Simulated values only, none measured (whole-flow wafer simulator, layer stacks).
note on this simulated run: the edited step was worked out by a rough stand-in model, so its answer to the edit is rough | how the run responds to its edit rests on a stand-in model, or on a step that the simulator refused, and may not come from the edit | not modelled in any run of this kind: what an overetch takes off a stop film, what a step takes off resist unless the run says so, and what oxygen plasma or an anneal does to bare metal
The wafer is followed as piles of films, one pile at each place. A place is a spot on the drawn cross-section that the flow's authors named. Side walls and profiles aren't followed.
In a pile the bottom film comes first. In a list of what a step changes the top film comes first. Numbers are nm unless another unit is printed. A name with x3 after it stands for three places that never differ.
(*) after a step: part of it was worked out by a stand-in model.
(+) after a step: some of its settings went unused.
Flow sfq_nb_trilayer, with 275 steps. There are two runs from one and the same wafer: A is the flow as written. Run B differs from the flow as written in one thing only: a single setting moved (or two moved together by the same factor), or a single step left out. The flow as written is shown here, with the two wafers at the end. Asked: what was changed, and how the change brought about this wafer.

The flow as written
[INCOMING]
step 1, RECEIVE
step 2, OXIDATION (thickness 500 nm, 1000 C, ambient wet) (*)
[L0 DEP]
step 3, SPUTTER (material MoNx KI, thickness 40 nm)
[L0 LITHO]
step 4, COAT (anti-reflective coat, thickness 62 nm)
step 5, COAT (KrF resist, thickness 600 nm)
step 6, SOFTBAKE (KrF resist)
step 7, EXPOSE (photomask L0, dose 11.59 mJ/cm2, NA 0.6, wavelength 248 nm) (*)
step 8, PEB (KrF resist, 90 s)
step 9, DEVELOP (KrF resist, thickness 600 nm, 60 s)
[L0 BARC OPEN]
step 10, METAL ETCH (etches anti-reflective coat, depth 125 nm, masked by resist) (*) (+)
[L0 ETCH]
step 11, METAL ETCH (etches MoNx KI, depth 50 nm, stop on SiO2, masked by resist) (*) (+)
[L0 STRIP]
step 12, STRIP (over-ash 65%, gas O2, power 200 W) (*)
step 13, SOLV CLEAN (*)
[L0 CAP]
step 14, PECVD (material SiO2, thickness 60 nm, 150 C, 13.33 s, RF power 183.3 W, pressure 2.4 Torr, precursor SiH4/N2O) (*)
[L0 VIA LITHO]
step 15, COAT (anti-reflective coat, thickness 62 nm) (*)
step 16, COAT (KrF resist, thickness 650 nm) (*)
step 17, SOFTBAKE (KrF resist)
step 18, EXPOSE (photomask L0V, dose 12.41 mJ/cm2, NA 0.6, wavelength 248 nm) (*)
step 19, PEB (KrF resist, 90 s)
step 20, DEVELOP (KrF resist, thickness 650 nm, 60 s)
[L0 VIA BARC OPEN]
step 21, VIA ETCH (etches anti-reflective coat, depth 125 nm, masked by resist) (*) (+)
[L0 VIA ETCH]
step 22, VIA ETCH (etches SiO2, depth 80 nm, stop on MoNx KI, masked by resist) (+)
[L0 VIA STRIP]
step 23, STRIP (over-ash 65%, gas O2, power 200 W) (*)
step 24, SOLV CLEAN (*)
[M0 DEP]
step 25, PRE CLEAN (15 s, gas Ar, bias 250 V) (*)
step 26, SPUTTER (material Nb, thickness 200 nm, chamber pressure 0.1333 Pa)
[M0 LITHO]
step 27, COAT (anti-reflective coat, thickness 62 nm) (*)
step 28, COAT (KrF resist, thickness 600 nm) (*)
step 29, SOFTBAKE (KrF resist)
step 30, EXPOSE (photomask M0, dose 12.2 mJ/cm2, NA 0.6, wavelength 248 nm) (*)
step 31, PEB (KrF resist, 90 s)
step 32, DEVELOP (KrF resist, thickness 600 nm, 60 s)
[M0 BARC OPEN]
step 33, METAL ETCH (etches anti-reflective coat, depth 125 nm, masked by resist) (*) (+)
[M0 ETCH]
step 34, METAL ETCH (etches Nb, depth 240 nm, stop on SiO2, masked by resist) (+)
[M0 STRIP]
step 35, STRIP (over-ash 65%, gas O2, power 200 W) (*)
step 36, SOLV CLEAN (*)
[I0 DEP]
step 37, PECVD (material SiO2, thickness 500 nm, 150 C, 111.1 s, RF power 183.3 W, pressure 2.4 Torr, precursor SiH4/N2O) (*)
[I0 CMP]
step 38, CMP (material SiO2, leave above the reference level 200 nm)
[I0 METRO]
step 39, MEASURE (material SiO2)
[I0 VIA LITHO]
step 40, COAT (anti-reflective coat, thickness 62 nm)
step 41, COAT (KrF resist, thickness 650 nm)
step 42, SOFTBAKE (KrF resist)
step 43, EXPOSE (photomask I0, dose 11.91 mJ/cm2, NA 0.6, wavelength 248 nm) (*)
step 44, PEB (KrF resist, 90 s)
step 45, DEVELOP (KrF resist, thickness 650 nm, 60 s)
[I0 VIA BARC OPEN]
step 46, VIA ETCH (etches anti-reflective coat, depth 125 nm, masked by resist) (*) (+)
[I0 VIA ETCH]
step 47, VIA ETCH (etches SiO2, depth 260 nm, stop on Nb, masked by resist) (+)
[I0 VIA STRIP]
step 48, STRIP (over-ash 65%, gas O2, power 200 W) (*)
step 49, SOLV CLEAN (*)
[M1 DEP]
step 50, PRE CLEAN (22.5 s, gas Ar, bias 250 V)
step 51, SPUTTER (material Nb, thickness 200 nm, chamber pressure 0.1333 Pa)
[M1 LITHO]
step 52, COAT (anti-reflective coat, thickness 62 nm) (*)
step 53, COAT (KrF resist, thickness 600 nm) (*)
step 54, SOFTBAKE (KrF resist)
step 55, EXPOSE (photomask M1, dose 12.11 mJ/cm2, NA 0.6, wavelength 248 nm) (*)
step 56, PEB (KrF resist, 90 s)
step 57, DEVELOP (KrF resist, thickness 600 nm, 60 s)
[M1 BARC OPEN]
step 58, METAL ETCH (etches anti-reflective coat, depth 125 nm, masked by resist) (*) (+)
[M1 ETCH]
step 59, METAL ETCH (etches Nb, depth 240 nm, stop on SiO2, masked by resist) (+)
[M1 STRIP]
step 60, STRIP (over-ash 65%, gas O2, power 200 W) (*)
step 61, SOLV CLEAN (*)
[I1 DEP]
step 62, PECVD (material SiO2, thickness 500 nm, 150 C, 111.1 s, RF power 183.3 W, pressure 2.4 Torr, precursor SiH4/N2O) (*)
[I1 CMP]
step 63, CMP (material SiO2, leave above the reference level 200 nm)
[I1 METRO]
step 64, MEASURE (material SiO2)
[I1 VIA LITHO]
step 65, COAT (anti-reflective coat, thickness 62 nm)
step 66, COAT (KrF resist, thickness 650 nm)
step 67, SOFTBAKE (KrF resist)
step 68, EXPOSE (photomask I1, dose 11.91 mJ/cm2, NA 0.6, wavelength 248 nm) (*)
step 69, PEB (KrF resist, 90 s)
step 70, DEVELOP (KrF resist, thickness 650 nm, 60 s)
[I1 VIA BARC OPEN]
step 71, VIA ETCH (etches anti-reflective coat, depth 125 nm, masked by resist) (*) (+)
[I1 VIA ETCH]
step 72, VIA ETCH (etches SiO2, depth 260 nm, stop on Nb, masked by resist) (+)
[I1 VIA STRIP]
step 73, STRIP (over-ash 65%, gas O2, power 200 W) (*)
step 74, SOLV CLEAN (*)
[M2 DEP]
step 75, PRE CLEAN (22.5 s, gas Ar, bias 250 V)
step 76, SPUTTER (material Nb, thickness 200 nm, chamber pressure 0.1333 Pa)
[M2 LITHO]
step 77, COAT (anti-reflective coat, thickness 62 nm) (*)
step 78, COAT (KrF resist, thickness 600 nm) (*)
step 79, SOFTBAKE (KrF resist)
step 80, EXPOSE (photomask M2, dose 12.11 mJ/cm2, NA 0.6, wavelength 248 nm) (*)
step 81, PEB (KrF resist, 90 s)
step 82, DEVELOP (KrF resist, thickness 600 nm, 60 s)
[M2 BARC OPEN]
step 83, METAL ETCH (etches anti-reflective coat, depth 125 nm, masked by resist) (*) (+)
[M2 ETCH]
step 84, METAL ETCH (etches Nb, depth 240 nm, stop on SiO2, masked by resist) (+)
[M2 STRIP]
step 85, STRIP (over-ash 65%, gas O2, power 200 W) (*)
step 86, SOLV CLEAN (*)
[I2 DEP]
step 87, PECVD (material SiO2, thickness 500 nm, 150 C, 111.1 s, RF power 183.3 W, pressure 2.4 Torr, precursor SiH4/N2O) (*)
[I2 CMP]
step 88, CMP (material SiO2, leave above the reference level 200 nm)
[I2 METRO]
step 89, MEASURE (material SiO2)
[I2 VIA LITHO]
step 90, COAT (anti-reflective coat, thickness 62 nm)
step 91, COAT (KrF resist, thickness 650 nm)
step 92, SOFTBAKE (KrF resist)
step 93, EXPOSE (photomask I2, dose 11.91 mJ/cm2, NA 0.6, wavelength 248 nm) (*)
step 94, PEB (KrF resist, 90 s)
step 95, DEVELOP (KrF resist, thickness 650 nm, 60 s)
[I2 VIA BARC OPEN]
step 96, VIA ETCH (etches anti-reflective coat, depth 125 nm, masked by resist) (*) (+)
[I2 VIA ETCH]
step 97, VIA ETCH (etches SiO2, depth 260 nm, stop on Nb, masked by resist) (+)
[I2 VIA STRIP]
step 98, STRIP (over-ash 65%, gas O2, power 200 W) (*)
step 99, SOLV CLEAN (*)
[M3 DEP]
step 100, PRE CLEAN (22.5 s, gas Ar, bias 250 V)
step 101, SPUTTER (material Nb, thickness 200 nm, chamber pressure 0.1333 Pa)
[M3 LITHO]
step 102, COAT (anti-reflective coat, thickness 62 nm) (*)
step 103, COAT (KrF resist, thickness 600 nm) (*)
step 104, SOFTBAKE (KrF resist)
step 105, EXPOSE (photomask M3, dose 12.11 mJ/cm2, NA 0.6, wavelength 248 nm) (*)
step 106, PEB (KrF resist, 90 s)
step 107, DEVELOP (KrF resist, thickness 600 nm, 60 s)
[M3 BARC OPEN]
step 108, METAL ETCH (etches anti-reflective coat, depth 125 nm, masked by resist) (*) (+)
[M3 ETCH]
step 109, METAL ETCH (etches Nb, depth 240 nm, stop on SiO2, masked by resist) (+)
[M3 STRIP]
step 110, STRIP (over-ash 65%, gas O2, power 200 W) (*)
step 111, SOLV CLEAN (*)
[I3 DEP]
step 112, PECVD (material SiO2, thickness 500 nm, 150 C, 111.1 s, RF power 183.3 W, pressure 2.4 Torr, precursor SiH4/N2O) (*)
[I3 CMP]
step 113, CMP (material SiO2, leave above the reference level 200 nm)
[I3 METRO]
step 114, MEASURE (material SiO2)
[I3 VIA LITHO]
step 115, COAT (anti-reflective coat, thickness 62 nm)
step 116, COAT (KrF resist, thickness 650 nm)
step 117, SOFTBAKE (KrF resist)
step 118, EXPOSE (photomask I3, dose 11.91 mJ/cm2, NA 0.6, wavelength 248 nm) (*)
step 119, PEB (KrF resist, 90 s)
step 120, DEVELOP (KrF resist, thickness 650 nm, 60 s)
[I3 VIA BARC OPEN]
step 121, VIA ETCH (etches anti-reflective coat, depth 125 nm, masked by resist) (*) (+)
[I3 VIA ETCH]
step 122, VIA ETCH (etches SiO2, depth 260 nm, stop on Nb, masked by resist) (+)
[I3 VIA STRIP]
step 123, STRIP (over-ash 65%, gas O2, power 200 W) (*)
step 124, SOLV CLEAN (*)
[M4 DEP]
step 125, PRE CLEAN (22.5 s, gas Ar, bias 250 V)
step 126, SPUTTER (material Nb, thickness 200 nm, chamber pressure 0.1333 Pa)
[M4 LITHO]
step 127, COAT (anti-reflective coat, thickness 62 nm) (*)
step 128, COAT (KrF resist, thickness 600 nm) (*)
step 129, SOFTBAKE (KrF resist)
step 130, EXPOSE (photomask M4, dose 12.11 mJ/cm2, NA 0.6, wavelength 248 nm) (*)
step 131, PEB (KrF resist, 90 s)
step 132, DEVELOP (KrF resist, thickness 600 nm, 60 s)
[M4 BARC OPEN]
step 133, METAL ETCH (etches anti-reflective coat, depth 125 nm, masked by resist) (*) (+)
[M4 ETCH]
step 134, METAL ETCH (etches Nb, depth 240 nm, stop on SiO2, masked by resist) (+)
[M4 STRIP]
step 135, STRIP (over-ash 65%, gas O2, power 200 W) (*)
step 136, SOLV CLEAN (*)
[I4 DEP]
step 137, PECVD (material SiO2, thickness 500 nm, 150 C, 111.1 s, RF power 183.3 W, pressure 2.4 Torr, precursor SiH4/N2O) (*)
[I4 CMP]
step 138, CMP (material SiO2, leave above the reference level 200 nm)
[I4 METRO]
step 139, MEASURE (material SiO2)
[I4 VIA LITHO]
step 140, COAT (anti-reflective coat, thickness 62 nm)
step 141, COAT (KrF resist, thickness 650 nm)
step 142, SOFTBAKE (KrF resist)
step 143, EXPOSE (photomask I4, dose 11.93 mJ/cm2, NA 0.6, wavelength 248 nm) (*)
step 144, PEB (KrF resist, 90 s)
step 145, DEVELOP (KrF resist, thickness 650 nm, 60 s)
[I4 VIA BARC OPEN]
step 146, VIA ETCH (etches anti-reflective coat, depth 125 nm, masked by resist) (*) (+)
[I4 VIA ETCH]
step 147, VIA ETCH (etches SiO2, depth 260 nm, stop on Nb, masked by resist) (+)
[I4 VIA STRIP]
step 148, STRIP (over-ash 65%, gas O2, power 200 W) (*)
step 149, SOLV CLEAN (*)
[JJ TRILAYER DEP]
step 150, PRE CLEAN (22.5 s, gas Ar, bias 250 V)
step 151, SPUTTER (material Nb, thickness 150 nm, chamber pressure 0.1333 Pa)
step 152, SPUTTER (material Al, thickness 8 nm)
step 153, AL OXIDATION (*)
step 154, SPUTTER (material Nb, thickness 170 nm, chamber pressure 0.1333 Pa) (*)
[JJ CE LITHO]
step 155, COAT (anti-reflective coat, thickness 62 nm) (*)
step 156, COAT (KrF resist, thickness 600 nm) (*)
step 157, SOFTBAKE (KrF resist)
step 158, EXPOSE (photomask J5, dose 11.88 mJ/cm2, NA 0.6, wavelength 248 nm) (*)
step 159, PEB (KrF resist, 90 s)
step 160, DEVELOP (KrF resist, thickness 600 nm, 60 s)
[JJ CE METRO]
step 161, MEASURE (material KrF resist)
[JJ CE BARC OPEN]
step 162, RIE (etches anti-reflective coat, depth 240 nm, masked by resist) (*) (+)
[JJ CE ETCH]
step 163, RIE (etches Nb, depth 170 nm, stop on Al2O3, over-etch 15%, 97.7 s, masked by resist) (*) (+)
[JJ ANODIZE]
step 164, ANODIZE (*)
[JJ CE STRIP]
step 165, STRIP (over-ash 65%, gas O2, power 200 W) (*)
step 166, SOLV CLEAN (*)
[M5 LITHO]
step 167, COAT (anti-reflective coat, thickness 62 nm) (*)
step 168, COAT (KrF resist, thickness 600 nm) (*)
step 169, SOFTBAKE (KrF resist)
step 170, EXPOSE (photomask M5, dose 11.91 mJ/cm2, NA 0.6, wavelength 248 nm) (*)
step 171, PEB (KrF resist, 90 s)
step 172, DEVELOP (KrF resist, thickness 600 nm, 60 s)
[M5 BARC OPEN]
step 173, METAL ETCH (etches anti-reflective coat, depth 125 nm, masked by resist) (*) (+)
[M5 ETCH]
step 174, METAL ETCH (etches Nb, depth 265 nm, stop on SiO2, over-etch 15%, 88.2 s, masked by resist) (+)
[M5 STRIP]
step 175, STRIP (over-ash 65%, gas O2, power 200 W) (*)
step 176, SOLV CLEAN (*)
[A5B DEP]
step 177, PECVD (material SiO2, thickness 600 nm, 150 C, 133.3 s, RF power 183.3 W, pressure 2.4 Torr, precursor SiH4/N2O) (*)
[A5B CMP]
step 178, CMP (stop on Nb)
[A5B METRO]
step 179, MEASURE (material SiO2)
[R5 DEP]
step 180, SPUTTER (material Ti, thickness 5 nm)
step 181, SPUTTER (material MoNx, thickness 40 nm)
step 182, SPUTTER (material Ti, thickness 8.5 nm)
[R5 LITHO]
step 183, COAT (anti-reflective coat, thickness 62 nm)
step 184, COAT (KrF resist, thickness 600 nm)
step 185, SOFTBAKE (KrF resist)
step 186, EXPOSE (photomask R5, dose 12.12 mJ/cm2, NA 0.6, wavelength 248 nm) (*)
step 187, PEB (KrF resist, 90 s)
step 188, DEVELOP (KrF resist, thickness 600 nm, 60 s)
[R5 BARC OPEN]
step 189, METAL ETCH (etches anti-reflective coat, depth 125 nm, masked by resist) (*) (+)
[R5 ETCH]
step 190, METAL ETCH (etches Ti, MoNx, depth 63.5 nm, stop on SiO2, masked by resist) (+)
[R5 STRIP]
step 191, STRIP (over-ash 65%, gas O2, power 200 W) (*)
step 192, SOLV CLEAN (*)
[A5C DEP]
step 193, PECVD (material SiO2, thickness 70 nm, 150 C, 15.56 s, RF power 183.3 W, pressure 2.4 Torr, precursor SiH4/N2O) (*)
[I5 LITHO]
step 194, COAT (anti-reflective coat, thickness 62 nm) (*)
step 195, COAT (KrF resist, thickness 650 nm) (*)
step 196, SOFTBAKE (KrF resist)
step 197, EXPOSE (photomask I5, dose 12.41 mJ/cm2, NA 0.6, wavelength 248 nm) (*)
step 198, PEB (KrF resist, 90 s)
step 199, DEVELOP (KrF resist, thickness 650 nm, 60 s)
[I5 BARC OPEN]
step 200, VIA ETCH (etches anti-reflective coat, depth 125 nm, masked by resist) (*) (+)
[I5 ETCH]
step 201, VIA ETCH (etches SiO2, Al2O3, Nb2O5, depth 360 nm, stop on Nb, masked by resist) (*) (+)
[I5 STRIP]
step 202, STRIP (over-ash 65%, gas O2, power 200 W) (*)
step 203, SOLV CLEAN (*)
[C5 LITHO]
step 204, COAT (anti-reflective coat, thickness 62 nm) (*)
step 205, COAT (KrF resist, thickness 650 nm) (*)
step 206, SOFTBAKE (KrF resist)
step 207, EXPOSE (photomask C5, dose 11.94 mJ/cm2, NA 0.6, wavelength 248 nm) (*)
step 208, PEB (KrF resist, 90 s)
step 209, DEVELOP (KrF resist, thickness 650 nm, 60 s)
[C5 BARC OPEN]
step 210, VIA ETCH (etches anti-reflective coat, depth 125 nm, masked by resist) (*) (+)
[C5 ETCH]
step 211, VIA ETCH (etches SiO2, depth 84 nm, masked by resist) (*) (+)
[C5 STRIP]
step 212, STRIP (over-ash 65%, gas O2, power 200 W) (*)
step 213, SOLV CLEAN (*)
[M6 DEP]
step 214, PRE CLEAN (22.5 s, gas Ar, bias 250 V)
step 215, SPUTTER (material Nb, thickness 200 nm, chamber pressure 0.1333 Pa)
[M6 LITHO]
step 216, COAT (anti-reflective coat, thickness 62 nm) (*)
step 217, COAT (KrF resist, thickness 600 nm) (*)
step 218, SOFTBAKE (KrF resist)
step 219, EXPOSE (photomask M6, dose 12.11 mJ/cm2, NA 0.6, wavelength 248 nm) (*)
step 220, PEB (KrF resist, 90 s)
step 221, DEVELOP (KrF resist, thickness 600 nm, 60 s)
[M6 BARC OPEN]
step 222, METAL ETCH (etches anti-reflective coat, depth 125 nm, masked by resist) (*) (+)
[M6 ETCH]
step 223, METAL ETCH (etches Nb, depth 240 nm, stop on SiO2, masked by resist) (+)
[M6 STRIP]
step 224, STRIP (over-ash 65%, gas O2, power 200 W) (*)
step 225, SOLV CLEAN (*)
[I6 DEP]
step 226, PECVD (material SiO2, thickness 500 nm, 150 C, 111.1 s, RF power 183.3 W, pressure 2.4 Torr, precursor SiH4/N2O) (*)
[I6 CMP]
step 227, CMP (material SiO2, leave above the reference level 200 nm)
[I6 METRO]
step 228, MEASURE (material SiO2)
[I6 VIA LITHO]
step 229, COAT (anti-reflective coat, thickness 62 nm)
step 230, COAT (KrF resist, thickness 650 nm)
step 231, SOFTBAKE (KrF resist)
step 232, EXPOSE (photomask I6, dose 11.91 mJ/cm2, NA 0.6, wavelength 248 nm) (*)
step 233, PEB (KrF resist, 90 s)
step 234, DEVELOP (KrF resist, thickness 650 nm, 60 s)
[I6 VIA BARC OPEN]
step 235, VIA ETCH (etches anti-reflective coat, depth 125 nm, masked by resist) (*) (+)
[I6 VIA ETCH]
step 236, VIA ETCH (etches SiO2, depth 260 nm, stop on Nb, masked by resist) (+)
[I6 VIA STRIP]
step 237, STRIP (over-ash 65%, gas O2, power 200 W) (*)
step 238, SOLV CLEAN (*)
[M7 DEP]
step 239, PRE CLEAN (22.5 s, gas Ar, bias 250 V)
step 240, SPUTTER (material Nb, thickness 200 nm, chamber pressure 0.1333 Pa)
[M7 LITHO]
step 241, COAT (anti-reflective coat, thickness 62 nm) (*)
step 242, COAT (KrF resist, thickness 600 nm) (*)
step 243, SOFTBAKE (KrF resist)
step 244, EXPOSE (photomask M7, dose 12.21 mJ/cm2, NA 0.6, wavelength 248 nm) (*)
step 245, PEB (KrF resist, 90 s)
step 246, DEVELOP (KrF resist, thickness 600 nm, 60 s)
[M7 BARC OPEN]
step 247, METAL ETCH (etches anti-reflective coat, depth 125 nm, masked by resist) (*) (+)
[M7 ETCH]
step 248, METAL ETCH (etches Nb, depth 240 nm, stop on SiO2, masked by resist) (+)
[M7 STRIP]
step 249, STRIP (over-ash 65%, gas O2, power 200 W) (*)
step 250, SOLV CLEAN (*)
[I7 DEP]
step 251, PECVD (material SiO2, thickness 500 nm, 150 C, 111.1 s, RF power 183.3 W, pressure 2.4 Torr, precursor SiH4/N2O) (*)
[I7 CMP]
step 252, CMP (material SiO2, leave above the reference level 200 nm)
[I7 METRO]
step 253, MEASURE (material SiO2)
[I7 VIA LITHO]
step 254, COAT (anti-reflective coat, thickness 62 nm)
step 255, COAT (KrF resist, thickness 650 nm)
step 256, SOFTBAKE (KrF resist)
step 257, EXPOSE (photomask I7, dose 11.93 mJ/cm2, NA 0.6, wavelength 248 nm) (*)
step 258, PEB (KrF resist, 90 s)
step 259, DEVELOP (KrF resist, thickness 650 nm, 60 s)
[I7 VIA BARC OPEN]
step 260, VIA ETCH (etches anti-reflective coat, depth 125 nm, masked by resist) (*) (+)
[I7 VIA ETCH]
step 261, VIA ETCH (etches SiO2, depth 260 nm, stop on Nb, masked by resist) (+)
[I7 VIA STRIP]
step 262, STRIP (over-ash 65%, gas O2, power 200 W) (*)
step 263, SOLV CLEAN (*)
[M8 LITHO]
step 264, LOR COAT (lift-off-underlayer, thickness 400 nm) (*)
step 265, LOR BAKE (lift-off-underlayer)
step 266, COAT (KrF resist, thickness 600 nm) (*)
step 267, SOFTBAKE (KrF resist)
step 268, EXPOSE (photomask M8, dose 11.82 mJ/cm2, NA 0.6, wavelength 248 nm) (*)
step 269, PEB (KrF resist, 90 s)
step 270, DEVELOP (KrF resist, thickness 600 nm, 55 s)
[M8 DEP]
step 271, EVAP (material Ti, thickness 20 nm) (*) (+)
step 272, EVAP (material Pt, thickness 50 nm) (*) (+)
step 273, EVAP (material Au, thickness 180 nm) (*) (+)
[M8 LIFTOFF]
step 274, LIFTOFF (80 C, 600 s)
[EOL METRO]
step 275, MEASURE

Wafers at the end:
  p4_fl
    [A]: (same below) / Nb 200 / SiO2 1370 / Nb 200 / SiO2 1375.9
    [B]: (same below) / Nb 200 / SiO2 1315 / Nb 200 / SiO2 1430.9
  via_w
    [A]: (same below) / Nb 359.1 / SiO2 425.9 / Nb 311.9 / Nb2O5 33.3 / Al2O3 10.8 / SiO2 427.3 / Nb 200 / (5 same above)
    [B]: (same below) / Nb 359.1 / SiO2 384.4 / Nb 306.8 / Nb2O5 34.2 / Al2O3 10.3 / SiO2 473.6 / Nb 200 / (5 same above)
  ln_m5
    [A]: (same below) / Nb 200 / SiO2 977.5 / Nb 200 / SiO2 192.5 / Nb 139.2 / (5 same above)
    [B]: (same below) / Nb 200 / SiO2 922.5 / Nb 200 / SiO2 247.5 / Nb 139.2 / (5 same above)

The reason: step 112, PECVD: thickness 345 nm was run, while the flow as written has thickness 500 nm; step 112, PECVD: 76.67 s was run, where the flow has 111.1 s.

Step by step, how the change led to this:
  step 112, PECVD (material SiO2, thickness 500 nm, 150 C, 111.1 s, RF power 183.3 W, pressure 2.4 Torr, precursor SiH4/N2O) (*)
      field_l, be, be_sur and 64 more: A SiO2 gains 500 | B SiO2 gains 345
      v_sur, via_wl, via_wr and 27 more: A SiO2 gains 500 (new film) | B SiO2 gains 345 (new film)
      (as well as at 9 more places)
  step 113, CMP (material SiO2, leave above the reference level 200 nm)
      field_l, be, be_sur and 64 more: A SiO2 loses 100 | B nothing
      p4_g1, p4_g2, p3_s0, p3_s1, p3_s2, p3_s3, p3_s4, p3_s5: A SiO2 loses 157.1 | B nothing
      (as well as at 31 more places)
  step 115, COAT (anti-reflective coat, thickness 62 nm)
      m0r_line_l, m0r_line_r, m5r_line_l, m6r_line_l, m6r_line_r, m7r_line_l, m7r_line_r: A anti-reflective coat gains 62 (new film) | B anti-reflective coat gains 63.5 (new film)
      m0r_space_l, m0r_space_r, m6r_space_l, m6r_space_r, m7r_space_l, m7r_space_r: A anti-reflective coat gains 62 (new film) | B anti-reflective coat gains 69.9 (new film)
      (as well as at 71 more places)
  step 116, COAT (KrF resist, thickness 650 nm)
      p3_l2, p3_l3: A KrF resist gains 650 (new film) | B KrF resist gains 635.1 (new film)
      v_sur: A KrF resist gains 650 (new film) | B KrF resist gains 628 (new film)
      (as well as at 20 more places)
  step 120, DEVELOP (KrF resist, thickness 650 nm, 60 s)
      via_v: A KrF resist loses 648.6 (all of it) | B KrF resist loses 628.8 (all of it)
  step 121, VIA ETCH (etches anti-reflective coat, depth 125 nm, masked by resist) (*) (+)
      field_l, v_sur, via_wl and 102 more: A KrF resist loses 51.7 | B KrF resist loses 48
      via_v: A anti-reflective coat loses 62 (all of it), SiO2 loses 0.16 | B anti-reflective coat loses 57.6 (all of it), SiO2 loses 0.14
  step 123, STRIP (over-ash 65%, gas O2, power 200 W) (*)
      m0r_line_l, m0r_line_r, m6r_line_l, m6r_line_r, m7r_line_l, m7r_line_r: A KrF resist loses 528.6 (all of it), anti-reflective coat loses 62 (all of it) | B KrF resist loses 542.6 (all of it), anti-reflective coat loses 63.5 (all of it)
      m0r_space_l, m0r_space_r, m6r_space_l, m6r_space_r, m7r_space_l, m7r_space_r: A KrF resist loses 528.6 (all of it), anti-reflective coat loses 62 (all of it) | B KrF resist loses 538.3 (all of it), anti-reflective coat loses 69.9 (all of it)
      (as well as at 72 more places)
  step 127, COAT (anti-reflective coat, thickness 62 nm) (*)
      m0r_line_l, m0r_line_r, m5r_line_l, m5r_line_r, m6r_line_l, m6r_line_r, m7r_line_l, m7r_line_r: A anti-reflective coat gains 62 (new film) | B anti-reflective coat gains 63.3 (new film)
      m0r_space_l, m0r_space_r, m6r_space_l, m6r_space_r, m7r_space_l, m7r_space_r: A anti-reflective coat gains 62 (new film) | B anti-reflective coat gains 68.5 (new film)
      (as well as at 68 more places)
  step 128, COAT (KrF resist, thickness 600 nm) (*)
      v_sur: A KrF resist gains 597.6 (new film) | B KrF resist gains 575.8 (new film)
      via_wl: A KrF resist gains 597 (new film) | B KrF resist gains 578.7 (new film)
      (as well as at 24 more places)
  step 132, DEVELOP (KrF resist, thickness 600 nm, 60 s)
      p3_fr: A KrF resist loses 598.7 (all of it) | B KrF resist loses 611.8 (all of it)
      wl_d_sl: A KrF resist loses 598.7 (all of it) | B KrF resist loses 616.9 (all of it)
      (as well as at 7 more places)
  step 133, METAL ETCH (etches anti-reflective coat, depth 125 nm, masked by resist) (*) (+)
      v_sur, via_wl, via_w and 36 more: A KrF resist loses 51.7 | B KrF resist loses 54.3
      m0r_line_l, m0r_line_r, m5r_line_l, m5r_line_r, m6r_line_l, m6r_line_r, m7r_line_l, m7r_line_r: A anti-reflective coat loses 62 (all of it) | B anti-reflective coat loses 63.3 (all of it)
      (as well as at 38 more places)
  step 135, STRIP (over-ash 65%, gas O2, power 200 W) (*)
      p4_fl, p4_fr: A KrF resist loses 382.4 (all of it), anti-reflective coat loses 62 (all of it) | B KrF resist loses 384.7 (all of it), anti-reflective coat loses 64.5 (all of it)
      p3_l2, p3_l3: A KrF resist loses 382.4 (all of it), anti-reflective coat loses 62 (all of it) | B KrF resist loses 363.1 (all of it), anti-reflective coat loses 50.5 (all of it)
      (as well as at 32 more places)
  step 137, PECVD (material SiO2, thickness 500 nm, 150 C, 111.1 s, RF power 183.3 W, pressure 2.4 Torr, precursor SiH4/N2O) (*)
      p3_s0, p3_s1, p3_s2, p3_s3, p3_s4, p3_s5: A SiO2 gains 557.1 | B SiO2 gains 612.1
  step 138, CMP (material SiO2, leave above the reference level 200 nm)
      field_l, be, be_sur and 55 more: A SiO2 loses 100 | B SiO2 loses 45
      ln_m5, lsp_m, ln_m6, p4_fl, p4_fm, p4_g1, p4_g2, p4_fr: A SiO2 loses 300 | B SiO2 loses 245
      (as well as at 4 more places)
  step 147, VIA ETCH (etches SiO2, depth 260 nm, stop on Nb, masked by resist) (+)
      via_w: A SiO2 loses 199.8 (all of it) | B SiO2 loses 241.3 (all of it)
  step 151, SPUTTER (material Nb, thickness 150 nm, chamber pressure 0.1333 Pa)
      via_w: A Nb gains 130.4 | B Nb gains 125.6
  ... another 12 steps ...
  step 178, CMP (stop on Nb)
      via_w: A SiO2 loses 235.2 | B SiO2 loses 226.5
